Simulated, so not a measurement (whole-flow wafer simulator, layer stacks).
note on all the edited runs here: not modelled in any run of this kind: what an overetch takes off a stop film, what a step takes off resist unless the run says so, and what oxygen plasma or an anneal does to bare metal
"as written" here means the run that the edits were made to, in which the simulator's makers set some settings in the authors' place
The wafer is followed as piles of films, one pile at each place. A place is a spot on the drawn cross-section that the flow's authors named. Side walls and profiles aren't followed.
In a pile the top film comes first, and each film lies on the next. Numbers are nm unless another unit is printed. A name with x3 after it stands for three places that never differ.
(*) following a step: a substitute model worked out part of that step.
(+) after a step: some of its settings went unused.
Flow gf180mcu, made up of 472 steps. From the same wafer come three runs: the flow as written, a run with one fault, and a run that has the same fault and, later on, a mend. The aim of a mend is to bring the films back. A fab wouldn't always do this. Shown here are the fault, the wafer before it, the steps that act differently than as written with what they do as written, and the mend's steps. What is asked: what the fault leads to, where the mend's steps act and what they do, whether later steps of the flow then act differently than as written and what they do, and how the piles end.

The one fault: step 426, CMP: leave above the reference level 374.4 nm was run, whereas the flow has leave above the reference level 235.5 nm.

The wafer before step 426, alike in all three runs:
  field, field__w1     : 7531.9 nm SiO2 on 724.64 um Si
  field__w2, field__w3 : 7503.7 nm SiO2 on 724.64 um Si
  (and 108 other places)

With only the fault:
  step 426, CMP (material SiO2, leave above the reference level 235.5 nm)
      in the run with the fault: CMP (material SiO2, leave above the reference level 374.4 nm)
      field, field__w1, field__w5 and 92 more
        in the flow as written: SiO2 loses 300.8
        in the run with the fault: SiO2 loses 161.9
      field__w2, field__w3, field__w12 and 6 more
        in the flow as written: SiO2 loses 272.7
        in the run with the fault: SiO2 loses 133.8
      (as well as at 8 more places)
  Steps later in the flow that act otherwise than as written (1 more step, not shown, differs only slightly: by at most 2% or 0.5 nm, whichever is larger):
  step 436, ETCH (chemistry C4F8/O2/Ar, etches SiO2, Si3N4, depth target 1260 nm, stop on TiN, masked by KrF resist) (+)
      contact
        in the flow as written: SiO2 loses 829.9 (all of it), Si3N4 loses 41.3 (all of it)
        in the run with the fault: SiO2 loses 968.8 (all of it), Si3N4 loses 41.3 (all of it)
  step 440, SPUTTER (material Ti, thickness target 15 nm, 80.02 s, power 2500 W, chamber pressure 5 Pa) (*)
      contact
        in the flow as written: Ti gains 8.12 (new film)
        in the run with the fault: Ti gains 7.5 (new film)
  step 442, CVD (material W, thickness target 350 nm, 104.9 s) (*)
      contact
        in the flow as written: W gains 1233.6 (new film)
        in the run with the fault: W gains 1373.5 (new film)
  At field__w4, field__w8, contact and 9 more, the piles at the end differ from the flow's by more than 2% or 0.5 nm, whichever is larger.
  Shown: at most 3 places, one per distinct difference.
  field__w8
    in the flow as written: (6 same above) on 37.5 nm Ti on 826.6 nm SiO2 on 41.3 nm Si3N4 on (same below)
    in the run with the fault: (6 same above) on 37.5 nm Ti on 965.5 nm SiO2 on 41.3 nm Si3N4 on (same below)
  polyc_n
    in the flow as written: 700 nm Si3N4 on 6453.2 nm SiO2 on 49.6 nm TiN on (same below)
    in the run with the fault: 700 nm Si3N4 on 6592.1 nm SiO2 on 49.6 nm TiN on (same below)
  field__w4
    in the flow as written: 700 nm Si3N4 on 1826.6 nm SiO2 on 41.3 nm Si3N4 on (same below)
    in the run with the fault: 700 nm Si3N4 on 1965.5 nm SiO2 on 41.3 nm Si3N4 on (same below)

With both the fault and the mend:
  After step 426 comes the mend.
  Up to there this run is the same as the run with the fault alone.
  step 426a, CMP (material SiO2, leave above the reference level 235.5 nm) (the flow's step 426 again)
      field, field__w1, field__w2 and 109 more
        SiO2 loses 138.9
  None of the later steps of the flow acts differently than as written at any place that is followed.
  At every place that both follow, the piles at the end match the flow's.
